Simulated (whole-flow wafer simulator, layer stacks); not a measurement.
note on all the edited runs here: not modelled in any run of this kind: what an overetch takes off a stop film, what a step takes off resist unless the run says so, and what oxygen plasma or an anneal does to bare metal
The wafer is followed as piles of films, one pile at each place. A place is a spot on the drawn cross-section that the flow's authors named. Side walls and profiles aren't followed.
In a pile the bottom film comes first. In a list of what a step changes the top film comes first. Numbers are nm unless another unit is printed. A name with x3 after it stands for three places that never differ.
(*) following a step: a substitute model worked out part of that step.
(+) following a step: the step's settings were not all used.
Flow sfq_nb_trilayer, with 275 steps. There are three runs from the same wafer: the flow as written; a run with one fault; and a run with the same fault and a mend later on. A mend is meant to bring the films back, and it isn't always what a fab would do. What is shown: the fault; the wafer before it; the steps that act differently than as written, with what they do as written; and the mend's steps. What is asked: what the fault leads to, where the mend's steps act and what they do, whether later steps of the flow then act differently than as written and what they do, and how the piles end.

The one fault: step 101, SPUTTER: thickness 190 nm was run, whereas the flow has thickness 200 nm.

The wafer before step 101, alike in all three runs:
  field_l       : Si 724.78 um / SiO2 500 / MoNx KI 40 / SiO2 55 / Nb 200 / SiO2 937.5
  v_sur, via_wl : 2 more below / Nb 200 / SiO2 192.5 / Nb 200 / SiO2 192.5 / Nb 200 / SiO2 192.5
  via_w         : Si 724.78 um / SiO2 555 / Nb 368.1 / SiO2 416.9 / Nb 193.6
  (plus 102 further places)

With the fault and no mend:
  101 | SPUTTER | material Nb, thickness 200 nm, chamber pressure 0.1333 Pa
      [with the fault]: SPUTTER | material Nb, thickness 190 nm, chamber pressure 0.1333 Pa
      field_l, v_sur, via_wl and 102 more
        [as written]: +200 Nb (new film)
        [with the fault]: +190 Nb (new film)
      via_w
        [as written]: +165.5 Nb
        [with the fault]: +157.2 Nb
  Steps further on in the flow that do not act as written (not shown: 2 more steps that differ only slightly, by at most 2% or 0.5 nm, whichever is larger):
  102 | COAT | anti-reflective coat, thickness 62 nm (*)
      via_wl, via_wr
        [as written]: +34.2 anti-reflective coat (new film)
        [with the fault]: +33.5 anti-reflective coat (new film)
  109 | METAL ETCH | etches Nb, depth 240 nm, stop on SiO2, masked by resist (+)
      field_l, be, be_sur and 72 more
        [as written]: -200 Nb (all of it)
        [with the fault]: -190 Nb (all of it)
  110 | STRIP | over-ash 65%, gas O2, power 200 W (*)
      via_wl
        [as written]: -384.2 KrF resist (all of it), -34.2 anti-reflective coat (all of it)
        [with the fault]: -384.9 KrF resist (all of it), -33.5 anti-reflective coat (all of it)
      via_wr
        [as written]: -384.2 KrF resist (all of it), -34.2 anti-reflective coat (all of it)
        [with the fault]: -385 KrF resist (all of it), -33.5 anti-reflective coat (all of it)
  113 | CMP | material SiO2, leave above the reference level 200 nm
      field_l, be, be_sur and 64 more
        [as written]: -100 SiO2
        [with the fault]: -110 SiO2
  The piles end different from the flow's at v_sur, via_wl, via_w and 28 more by more than 2% or 0.5 nm, whichever is larger.
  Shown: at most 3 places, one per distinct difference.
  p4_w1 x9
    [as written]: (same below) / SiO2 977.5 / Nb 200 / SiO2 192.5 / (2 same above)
    [with the fault]: (same below) / SiO2 977.5 / Nb 190 / SiO2 192.5 / (2 same above)
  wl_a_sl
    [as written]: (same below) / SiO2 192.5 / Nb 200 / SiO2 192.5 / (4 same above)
    [with the fault]: (same below) / SiO2 192.5 / Nb 190 / SiO2 192.5 / (4 same above)
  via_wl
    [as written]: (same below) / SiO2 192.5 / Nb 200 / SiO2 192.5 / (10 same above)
    [with the fault]: (same below) / SiO2 192.5 / Nb 190 / SiO2 192.5 / (10 same above)

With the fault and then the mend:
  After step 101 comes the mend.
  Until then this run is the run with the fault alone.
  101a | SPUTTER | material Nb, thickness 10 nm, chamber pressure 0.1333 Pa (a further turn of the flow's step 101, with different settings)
      field_l, v_sur, via_wl and 102 more
        +10 Nb
      via_w
        +7.48 Nb
  Later steps of the flow that are run all act as written at every place that is followed, up to a difference of at most 2% or 0.5 nm, whichever is larger.
  When the end is reached, the piles differ only a little from the flow's at the places that both follow, at most by 2% or 0.5 nm, whichever is larger.
